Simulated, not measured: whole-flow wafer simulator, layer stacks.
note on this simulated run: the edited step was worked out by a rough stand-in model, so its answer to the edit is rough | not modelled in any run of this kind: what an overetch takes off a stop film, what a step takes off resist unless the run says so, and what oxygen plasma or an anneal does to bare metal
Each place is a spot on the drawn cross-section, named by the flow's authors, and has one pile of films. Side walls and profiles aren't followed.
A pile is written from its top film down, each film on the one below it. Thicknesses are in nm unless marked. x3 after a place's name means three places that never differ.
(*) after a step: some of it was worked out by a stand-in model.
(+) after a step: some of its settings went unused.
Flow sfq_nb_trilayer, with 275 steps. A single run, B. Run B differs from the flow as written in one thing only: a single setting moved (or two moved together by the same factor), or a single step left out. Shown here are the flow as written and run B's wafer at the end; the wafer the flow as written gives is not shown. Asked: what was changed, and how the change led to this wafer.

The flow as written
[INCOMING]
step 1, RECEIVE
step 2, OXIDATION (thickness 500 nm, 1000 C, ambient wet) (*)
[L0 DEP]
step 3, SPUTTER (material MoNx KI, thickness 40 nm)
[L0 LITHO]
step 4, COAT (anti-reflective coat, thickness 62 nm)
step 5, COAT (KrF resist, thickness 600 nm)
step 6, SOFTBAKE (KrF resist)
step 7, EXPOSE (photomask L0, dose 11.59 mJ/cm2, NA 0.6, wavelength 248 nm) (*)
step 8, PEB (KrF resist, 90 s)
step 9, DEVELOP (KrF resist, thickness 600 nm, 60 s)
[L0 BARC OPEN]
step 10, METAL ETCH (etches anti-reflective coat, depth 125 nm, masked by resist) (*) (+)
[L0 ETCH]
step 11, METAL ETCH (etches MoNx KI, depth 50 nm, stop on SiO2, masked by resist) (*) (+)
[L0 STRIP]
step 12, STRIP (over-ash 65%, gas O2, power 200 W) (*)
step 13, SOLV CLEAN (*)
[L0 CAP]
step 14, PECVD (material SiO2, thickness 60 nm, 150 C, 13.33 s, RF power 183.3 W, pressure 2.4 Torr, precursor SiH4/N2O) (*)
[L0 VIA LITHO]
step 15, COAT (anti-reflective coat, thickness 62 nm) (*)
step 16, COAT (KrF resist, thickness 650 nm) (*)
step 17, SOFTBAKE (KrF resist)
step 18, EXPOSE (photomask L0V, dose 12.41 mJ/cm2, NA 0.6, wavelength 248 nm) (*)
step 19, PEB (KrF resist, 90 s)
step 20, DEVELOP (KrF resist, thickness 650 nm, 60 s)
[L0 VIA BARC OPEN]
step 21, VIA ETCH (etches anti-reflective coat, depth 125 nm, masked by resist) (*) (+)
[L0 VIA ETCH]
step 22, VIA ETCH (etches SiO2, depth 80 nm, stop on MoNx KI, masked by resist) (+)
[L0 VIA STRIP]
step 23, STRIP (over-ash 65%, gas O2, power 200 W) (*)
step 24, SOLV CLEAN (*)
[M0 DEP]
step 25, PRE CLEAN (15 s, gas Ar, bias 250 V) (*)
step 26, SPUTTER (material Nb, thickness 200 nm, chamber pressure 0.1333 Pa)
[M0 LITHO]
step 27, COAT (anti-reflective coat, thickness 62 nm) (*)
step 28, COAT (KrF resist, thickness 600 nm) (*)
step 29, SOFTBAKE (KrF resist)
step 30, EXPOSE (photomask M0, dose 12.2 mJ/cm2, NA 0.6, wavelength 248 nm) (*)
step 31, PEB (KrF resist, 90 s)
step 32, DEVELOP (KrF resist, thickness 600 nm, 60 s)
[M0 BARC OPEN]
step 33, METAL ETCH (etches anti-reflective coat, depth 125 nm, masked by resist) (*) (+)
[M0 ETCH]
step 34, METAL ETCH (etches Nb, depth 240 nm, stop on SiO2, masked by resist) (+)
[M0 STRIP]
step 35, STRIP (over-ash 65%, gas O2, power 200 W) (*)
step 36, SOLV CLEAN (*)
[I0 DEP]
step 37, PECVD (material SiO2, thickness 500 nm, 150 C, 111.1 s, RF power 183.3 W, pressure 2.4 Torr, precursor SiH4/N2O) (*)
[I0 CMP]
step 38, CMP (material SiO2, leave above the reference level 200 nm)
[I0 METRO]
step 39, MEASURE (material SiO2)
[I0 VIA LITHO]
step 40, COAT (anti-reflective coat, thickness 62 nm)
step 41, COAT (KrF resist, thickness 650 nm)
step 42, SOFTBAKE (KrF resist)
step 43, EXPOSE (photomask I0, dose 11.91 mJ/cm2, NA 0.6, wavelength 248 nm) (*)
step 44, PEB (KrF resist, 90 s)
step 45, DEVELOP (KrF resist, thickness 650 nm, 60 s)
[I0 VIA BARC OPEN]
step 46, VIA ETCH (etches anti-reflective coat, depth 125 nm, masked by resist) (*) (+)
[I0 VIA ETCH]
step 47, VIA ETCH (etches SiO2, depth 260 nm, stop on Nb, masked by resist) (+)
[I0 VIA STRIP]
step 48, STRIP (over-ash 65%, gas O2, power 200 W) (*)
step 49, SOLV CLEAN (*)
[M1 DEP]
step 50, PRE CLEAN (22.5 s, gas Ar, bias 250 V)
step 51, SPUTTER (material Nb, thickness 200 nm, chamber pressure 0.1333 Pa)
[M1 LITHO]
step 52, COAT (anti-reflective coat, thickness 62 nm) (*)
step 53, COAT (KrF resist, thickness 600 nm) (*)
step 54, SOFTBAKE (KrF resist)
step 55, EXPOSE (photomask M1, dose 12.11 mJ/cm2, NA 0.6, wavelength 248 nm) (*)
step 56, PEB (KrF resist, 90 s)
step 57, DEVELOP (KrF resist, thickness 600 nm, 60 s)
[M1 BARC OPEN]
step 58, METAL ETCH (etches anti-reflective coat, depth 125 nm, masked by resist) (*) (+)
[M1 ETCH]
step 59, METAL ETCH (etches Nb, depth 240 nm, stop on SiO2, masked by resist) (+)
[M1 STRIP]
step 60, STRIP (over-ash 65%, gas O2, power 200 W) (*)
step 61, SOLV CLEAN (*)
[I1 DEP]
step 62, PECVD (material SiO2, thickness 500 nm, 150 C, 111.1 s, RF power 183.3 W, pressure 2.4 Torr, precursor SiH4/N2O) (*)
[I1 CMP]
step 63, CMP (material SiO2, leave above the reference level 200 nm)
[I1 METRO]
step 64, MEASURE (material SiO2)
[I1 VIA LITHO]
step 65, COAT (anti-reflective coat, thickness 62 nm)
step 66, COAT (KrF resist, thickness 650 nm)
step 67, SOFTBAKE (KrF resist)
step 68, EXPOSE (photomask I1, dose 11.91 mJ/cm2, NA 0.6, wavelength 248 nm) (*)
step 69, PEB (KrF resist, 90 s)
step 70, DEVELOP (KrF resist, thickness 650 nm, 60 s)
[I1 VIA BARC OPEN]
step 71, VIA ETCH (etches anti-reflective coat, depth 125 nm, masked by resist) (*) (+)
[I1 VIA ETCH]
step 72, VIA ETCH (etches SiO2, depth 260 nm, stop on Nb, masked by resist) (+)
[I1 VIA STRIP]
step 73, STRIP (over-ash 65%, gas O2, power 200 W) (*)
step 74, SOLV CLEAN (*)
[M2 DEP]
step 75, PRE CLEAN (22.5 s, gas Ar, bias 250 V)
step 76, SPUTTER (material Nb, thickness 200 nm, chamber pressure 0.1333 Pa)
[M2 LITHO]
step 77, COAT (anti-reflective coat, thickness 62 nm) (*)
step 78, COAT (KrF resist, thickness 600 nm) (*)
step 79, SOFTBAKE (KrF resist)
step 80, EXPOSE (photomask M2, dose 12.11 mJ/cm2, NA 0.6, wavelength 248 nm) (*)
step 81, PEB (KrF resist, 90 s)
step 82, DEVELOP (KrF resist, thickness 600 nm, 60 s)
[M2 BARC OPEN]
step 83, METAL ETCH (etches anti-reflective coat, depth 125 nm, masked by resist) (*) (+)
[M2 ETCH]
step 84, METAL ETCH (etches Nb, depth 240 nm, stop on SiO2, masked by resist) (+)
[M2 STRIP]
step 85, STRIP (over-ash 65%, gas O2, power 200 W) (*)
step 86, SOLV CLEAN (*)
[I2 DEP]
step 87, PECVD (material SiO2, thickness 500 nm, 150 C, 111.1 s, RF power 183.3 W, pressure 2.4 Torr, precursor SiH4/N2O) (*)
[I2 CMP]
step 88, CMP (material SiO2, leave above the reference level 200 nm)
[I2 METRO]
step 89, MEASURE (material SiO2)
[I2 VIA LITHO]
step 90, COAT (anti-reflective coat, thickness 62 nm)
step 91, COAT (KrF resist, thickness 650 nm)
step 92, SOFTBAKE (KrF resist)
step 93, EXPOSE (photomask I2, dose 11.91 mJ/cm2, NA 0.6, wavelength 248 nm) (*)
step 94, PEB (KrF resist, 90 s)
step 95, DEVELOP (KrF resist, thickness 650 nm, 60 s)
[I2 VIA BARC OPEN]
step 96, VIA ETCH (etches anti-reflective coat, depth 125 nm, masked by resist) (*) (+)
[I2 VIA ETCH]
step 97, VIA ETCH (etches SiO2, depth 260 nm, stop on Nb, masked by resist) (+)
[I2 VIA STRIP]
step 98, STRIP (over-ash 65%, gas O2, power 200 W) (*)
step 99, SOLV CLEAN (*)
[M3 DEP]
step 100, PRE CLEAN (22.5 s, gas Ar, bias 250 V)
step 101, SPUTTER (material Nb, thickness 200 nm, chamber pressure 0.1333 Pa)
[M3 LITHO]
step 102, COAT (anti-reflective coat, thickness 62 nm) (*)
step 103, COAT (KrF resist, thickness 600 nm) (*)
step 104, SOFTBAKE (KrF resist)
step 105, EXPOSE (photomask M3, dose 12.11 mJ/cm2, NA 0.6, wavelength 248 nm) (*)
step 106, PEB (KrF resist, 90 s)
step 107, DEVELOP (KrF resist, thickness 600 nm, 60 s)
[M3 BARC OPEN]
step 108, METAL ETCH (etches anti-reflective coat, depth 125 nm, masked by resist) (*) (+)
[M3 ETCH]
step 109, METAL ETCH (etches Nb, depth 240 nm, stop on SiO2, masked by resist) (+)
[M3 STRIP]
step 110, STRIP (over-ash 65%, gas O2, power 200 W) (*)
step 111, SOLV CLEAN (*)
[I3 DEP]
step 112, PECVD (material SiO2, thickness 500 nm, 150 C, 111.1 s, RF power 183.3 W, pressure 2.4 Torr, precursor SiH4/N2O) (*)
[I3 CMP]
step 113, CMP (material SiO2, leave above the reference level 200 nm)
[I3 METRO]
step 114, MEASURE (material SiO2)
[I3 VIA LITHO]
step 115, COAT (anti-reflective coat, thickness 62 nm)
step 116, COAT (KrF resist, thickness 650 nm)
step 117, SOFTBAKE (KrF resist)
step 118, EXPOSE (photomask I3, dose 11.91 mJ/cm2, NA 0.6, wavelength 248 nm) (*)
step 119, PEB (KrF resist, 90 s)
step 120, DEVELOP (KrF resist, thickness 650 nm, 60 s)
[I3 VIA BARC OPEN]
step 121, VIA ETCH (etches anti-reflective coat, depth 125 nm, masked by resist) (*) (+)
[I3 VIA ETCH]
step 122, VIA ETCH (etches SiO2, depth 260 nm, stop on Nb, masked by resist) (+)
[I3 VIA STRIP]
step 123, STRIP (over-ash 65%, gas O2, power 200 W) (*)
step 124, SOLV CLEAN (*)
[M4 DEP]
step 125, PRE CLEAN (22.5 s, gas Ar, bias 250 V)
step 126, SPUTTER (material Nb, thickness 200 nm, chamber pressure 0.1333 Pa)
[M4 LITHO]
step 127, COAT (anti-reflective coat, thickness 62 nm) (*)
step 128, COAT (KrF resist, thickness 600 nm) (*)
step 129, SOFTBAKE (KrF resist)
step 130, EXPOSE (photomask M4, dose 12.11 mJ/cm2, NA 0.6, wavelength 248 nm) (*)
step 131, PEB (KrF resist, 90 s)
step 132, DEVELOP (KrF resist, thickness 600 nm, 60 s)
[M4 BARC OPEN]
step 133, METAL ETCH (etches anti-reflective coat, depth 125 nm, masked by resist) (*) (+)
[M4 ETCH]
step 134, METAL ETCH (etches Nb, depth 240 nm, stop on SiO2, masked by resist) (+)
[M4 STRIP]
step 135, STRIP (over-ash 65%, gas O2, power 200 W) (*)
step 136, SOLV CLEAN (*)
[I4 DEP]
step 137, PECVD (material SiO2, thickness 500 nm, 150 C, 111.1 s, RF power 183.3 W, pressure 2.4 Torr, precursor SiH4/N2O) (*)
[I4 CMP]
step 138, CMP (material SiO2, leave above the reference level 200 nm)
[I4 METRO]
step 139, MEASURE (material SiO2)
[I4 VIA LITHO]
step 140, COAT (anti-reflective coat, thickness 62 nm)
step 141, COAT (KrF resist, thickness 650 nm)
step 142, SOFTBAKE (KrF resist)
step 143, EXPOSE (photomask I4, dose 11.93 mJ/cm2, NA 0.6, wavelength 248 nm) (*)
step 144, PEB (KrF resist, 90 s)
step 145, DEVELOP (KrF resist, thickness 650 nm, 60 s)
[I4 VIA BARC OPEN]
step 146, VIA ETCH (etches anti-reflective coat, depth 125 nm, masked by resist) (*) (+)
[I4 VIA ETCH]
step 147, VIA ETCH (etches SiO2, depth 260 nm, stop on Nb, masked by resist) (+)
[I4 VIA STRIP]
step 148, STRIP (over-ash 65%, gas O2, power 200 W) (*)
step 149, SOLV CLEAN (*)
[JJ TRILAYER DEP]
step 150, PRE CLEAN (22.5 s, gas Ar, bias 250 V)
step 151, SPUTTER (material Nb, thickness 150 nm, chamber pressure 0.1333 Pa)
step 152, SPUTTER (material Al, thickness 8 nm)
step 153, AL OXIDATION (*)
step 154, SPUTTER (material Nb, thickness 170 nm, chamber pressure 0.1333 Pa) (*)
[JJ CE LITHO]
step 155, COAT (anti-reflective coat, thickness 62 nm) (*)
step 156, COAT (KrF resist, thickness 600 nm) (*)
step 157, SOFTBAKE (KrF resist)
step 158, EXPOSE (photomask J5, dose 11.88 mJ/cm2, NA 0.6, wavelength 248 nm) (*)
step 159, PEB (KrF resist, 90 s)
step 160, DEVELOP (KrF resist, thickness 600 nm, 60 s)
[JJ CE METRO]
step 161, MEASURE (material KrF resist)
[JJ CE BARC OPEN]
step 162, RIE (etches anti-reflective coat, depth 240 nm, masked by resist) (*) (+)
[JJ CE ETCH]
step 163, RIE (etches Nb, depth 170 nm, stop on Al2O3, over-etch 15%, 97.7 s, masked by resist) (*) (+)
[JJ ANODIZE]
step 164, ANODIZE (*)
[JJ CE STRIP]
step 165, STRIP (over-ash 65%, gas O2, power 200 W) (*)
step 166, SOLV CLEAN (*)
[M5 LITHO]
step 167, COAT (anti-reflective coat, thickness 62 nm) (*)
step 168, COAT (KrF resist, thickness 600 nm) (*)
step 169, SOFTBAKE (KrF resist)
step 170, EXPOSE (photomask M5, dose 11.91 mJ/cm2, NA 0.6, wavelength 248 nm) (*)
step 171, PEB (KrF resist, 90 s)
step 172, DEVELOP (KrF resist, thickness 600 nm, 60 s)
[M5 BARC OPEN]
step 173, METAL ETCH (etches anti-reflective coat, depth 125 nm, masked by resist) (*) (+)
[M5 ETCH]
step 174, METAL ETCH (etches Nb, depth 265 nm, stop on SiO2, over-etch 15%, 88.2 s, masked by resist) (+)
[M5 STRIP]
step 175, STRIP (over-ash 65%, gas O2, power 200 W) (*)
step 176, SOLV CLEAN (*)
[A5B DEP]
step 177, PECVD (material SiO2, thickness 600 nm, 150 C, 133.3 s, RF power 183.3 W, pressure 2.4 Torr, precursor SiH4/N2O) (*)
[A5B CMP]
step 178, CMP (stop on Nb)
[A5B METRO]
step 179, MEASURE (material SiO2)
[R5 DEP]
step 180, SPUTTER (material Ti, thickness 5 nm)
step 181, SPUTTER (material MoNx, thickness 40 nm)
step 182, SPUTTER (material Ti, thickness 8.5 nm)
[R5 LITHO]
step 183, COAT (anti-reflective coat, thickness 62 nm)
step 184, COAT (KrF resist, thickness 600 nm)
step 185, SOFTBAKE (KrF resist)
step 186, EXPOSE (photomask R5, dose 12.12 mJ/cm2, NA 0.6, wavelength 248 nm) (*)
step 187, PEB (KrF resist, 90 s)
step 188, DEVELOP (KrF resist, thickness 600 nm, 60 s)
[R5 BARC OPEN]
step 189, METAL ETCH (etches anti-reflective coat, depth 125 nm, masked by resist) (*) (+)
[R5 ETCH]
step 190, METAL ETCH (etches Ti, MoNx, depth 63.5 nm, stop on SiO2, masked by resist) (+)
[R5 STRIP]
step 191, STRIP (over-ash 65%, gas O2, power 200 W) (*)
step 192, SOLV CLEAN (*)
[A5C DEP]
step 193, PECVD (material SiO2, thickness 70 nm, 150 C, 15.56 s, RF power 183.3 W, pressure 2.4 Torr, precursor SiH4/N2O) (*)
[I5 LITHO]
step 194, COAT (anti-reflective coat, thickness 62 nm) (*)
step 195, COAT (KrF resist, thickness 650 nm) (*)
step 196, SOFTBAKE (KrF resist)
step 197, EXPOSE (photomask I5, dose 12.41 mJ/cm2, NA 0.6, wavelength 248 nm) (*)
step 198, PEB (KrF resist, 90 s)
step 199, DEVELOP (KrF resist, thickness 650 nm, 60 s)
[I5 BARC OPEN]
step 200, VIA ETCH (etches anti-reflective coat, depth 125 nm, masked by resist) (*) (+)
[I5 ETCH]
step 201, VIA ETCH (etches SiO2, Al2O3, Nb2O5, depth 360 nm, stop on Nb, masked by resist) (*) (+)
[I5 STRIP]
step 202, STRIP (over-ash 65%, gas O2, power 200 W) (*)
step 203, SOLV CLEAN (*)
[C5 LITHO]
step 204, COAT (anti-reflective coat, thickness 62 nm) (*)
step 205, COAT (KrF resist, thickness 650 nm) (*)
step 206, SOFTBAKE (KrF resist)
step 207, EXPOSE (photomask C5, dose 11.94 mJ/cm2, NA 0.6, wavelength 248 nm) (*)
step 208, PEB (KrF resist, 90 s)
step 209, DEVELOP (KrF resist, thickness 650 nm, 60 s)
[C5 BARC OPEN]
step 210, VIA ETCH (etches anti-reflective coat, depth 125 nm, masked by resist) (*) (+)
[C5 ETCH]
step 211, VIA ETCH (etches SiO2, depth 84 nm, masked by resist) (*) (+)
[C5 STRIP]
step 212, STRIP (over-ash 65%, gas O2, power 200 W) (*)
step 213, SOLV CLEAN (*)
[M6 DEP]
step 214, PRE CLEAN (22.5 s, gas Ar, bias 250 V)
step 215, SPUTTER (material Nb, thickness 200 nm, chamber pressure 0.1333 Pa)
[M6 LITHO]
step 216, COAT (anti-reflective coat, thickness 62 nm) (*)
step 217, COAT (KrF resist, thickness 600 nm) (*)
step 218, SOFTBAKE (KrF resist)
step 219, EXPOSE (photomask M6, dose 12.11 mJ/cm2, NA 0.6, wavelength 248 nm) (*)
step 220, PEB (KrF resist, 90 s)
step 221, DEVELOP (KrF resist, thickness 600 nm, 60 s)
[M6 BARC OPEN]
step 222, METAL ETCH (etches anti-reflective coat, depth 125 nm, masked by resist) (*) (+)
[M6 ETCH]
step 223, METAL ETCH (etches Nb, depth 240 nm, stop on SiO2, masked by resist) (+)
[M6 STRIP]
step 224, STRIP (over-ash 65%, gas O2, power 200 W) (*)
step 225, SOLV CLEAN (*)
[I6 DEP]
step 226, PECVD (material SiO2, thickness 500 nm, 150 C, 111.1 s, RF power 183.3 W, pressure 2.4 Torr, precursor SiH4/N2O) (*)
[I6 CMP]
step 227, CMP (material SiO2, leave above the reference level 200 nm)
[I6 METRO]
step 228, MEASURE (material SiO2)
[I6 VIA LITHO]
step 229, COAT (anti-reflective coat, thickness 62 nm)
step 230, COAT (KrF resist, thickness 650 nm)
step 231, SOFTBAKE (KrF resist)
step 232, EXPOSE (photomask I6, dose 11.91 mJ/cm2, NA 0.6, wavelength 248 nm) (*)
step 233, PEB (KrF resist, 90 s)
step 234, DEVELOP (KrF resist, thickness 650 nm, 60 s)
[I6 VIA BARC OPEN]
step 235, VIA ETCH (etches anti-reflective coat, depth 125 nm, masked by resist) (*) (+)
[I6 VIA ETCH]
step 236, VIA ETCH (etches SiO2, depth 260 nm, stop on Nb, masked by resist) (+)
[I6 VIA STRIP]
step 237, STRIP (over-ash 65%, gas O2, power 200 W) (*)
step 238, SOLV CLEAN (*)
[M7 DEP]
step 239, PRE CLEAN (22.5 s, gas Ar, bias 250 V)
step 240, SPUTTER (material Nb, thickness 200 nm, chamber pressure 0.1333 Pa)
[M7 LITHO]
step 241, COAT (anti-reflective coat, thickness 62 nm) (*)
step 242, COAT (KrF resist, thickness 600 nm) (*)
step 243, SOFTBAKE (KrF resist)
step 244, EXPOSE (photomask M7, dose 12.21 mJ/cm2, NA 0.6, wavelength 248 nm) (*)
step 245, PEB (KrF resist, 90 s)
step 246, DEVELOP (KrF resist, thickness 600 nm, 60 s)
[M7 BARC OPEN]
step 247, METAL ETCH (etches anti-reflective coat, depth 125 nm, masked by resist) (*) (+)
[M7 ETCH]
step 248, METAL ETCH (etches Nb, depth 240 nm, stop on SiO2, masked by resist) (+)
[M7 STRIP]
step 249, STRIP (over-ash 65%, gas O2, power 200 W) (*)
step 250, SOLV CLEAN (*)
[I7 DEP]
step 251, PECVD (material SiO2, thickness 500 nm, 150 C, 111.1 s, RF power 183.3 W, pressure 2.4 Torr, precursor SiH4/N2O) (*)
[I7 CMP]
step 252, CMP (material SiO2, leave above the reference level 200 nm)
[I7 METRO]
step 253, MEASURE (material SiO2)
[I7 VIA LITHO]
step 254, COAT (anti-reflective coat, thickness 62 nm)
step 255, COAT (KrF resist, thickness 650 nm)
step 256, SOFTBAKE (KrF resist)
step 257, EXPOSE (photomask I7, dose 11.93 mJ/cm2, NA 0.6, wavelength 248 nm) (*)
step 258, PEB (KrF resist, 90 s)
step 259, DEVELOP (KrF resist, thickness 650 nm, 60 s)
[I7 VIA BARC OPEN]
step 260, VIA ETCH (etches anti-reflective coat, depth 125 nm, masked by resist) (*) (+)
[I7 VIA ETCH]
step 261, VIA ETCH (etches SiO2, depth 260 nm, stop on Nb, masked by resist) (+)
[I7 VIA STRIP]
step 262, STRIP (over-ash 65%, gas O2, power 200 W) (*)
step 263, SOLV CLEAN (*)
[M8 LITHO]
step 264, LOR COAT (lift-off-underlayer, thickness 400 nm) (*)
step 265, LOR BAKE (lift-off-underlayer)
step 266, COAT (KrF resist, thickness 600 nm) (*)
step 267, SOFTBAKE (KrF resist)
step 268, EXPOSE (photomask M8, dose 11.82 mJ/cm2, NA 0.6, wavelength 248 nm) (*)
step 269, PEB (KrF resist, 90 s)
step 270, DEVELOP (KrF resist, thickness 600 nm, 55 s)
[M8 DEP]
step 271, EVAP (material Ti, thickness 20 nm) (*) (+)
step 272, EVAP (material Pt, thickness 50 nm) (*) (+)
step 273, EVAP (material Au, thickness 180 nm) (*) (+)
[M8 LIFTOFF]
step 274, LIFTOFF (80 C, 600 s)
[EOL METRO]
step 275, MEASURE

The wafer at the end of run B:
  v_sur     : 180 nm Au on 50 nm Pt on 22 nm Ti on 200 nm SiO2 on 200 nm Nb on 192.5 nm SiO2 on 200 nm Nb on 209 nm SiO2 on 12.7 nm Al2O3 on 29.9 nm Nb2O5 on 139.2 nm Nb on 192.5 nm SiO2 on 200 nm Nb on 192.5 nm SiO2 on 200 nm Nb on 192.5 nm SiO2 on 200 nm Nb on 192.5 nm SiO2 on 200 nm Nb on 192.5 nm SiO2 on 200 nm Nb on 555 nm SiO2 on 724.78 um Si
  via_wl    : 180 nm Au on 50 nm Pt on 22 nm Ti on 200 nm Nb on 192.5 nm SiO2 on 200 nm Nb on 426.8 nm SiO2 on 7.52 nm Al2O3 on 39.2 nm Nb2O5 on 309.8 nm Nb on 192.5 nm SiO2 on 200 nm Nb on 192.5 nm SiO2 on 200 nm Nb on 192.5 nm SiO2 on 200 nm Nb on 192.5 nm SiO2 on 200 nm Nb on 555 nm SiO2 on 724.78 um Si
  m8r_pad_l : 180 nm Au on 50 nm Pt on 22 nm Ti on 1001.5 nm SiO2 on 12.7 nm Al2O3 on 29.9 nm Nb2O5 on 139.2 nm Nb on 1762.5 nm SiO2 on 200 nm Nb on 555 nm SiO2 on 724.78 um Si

Cause: step 271, EVAP: thickness 22 nm was run, though the flow has thickness 20 nm.
The wafer lets one read it off: v_sur has Ti 22, and step 271 as written asks for 20 nm.

How this came from the change, step by step:
  step 271, EVAP (material Ti, thickness 20 nm) (*) (+)
      field_l, v_sur, via_wl and 103 more: Ti gains 22 (new film) (in the flow as written it would be: Ti gains 20 (new film))
  step 274, LIFTOFF (80 C, 600 s)
      p4_fl, p4_fm, p4_w1 and 71 more: Au loses 180 (all of it), Pt loses 50 (all of it), Ti loses 22 (all of it), KrF resist loses 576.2 (all of it), lift-off-underlayer loses 400 (all of it) (in the flow as written it would be: Au loses 180 (all of it), Pt loses 50 (all of it), Ti loses 20 (all of it), KrF resist loses 576.2 (all of it), lift-off-underlayer loses 400 (all of it))
      c5j, ce_r: Au loses 180 (all of it), Pt loses 50 (all of it), Ti loses 22 (all of it), KrF resist loses 573.3 (all of it), lift-off-underlayer loses 399.3 (all of it) (in the flow as written it would be: Au loses 180 (all of it), Pt loses 50 (all of it), Ti loses 20 (all of it), KrF resist loses 573.3 (all of it), lift-off-underlayer loses 399.3 (all of it))
      (also at 19 further places)
